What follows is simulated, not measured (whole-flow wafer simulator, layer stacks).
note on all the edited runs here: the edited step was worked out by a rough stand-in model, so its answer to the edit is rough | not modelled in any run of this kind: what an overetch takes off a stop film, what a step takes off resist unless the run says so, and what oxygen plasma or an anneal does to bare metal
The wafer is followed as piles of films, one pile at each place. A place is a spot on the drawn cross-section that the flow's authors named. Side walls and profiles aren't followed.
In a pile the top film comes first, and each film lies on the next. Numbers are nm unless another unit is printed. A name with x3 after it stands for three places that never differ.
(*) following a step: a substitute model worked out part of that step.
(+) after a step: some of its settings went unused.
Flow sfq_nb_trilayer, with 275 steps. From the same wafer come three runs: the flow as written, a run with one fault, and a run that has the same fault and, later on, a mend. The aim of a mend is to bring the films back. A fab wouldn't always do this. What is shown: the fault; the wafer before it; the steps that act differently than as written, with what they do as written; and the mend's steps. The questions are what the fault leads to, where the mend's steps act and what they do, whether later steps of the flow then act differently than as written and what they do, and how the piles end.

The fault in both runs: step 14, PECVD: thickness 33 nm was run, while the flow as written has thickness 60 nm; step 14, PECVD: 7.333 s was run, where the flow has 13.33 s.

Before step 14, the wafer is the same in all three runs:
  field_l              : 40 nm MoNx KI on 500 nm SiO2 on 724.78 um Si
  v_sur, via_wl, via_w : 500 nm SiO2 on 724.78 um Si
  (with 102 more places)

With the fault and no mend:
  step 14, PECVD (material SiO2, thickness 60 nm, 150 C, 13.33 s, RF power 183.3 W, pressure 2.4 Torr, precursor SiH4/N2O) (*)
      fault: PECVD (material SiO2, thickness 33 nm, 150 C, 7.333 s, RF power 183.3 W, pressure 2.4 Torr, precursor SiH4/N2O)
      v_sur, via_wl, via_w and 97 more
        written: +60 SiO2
        fault: +33 SiO2
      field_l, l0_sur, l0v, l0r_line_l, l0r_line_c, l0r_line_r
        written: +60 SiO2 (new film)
        fault: +33 SiO2 (new film)
  Steps further on in the flow that do not act as written (10 more steps, not shown, differ only slightly: by at most 2% or 0.5 nm, whichever is larger):
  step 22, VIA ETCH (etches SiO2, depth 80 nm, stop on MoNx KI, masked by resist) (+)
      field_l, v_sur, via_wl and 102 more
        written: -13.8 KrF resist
        fault: -8.5 KrF resist
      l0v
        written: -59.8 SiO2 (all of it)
        fault: -32.8 SiO2 (all of it)
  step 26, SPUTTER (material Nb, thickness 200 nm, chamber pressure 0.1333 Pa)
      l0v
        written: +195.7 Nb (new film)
        fault: +200 Nb (new film)
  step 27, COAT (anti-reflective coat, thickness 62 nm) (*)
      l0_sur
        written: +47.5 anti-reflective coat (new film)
        fault: +50.5 anti-reflective coat (new film)
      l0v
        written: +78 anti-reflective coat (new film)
        fault: +69.6 anti-reflective coat (new film)
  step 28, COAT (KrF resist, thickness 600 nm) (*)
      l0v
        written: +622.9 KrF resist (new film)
        fault: +606.3 KrF resist (new film)
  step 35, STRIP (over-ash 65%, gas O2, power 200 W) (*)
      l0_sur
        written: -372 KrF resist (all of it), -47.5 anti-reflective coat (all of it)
        fault: -373.6 KrF resist (all of it), -50.5 anti-reflective coat (all of it)
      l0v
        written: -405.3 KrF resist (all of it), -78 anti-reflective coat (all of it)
        fault: -388.7 KrF resist (all of it), -69.6 anti-reflective coat (all of it)
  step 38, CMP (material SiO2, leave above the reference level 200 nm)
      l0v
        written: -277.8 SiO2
        fault: -309.1 SiO2
  The piles end different from the flow's at field_l, v_sur, via_wl and 100 more by more than 2% or 0.5 nm, whichever is larger.
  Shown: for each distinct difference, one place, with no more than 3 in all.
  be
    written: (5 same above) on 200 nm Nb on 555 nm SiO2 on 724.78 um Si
    fault: (5 same above) on 200 nm Nb on 528 nm SiO2 on 724.78 um Si
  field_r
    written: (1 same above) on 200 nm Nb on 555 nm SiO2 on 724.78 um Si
    fault: (1 same above) on 200 nm Nb on 528 nm SiO2 on 724.78 um Si
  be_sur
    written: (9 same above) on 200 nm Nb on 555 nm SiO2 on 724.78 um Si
    fault: (9 same above) on 200 nm Nb on 528 nm SiO2 on 724.78 um Si

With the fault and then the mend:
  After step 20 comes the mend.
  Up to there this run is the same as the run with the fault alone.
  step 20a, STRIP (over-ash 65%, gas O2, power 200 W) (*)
      p4_fl x3, p4_w1 x9, p4_g1 x2 and 59 more
        -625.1 KrF resist (all of it), -62 anti-reflective coat (all of it)
      jj_sur, ce_l, c5j, ce_r, sp_r, be_r, r_sur
        -632 KrF resist (all of it), -63.7 anti-reflective coat (all of it)
      be, moat
        -632.3 KrF resist (all of it), -63.8 anti-reflective coat (all of it)
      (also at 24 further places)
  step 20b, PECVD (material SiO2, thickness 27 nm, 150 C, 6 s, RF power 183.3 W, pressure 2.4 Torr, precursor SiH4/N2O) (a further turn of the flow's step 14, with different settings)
      field_l, v_sur, via_wl and 103 more
        +27 SiO2
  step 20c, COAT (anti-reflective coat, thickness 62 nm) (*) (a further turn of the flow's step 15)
      p4_fl x3, p4_w1 x9, p4_g1 x2 and 59 more
        +62 anti-reflective coat (new film)
      be_sur, gap, jj_sur and 8 more
        +63.7 anti-reflective coat (new film)
      wire, be, moat, field_r, lsp_l
        +63.8 anti-reflective coat (new film)
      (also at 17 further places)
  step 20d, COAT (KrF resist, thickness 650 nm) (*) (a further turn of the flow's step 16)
      p4_fl x3, p4_w1 x9, p4_g1 x2 and 59 more
        +650 KrF resist (new film)
      jj_sur, ce_l, c5j, ce_r, sp_r, be_r, r_sur
        +656.9 KrF resist (new film)
      v_sur, via_wr
        +659.5 KrF resist (new film)
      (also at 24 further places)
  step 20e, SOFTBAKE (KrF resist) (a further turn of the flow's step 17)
      does not change any film at any place that is followed
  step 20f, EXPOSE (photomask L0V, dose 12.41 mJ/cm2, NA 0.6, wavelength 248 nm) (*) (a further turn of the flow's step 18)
      does not change any film at any place that is followed
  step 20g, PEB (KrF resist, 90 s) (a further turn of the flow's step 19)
      p4_fl x3, p4_w1 x9, p4_g1 x2 and 59 more
        -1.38 KrF resist
      via_v, wire, be and 15 more
        -1.39 KrF resist
      v_sur, via_w, via_wr, via_sp, lsp_m, ln_m6, lsp_r
        -1.4 KrF resist
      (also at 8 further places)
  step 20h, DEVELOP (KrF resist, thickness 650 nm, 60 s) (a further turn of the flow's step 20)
      field_l, v_sur, via_wl and 102 more
        -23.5 KrF resist
      l0v
        -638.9 KrF resist (all of it)
  Later steps of the flow that are run all act as written at every place that is followed, up to a difference of at most 2% or 0.5 nm, whichever is larger.
  At every place that both follow, the piles at the end match the flow's.
